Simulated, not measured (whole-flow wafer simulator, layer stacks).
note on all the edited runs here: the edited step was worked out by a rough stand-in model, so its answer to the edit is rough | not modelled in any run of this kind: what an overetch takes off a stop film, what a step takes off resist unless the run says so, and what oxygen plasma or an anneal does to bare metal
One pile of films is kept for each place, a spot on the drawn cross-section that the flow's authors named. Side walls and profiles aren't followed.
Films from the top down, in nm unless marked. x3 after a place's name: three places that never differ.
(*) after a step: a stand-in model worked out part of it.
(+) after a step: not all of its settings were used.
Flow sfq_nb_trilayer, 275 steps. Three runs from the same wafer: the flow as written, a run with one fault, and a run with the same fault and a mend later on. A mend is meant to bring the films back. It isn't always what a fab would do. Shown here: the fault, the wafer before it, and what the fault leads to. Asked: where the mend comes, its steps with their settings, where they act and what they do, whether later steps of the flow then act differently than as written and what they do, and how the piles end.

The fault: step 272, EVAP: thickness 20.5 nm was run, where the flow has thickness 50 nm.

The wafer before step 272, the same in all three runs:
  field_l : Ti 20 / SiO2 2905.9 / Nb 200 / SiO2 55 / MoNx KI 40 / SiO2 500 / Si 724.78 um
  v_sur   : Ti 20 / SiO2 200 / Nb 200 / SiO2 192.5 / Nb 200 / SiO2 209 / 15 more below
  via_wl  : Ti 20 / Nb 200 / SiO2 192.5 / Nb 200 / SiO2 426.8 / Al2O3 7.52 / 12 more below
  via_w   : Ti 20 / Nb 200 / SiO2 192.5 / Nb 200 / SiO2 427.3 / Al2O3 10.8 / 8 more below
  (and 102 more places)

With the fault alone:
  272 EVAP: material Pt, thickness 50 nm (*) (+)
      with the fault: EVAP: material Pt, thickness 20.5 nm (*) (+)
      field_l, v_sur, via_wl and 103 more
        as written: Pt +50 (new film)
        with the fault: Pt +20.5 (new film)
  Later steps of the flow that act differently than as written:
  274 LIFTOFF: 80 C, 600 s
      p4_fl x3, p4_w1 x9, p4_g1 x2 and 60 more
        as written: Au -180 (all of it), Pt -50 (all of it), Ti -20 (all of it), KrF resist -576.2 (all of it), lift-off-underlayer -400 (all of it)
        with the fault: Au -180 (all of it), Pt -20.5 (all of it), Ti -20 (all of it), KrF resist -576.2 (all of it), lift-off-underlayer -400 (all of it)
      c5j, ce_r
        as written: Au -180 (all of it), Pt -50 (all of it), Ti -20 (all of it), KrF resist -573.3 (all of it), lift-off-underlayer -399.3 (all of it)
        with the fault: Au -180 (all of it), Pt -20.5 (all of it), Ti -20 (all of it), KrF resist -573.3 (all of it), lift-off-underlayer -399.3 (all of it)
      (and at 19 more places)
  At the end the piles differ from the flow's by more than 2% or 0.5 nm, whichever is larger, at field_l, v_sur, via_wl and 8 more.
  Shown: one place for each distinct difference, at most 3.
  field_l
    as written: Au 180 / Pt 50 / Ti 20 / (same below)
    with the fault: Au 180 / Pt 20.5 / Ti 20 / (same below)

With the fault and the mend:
  The mend comes after step 272.
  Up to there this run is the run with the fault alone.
  272a EVAP: material Pt, thickness 29.5 nm (*) (+) (the flow's step 272 once more, with other settings)
      field_l, v_sur, via_wl and 103 more
        Pt +29.5
  No later step of the flow acts differently than as written at any place that is followed.
  At the end the piles are the same as the flow's at every place that both follow.
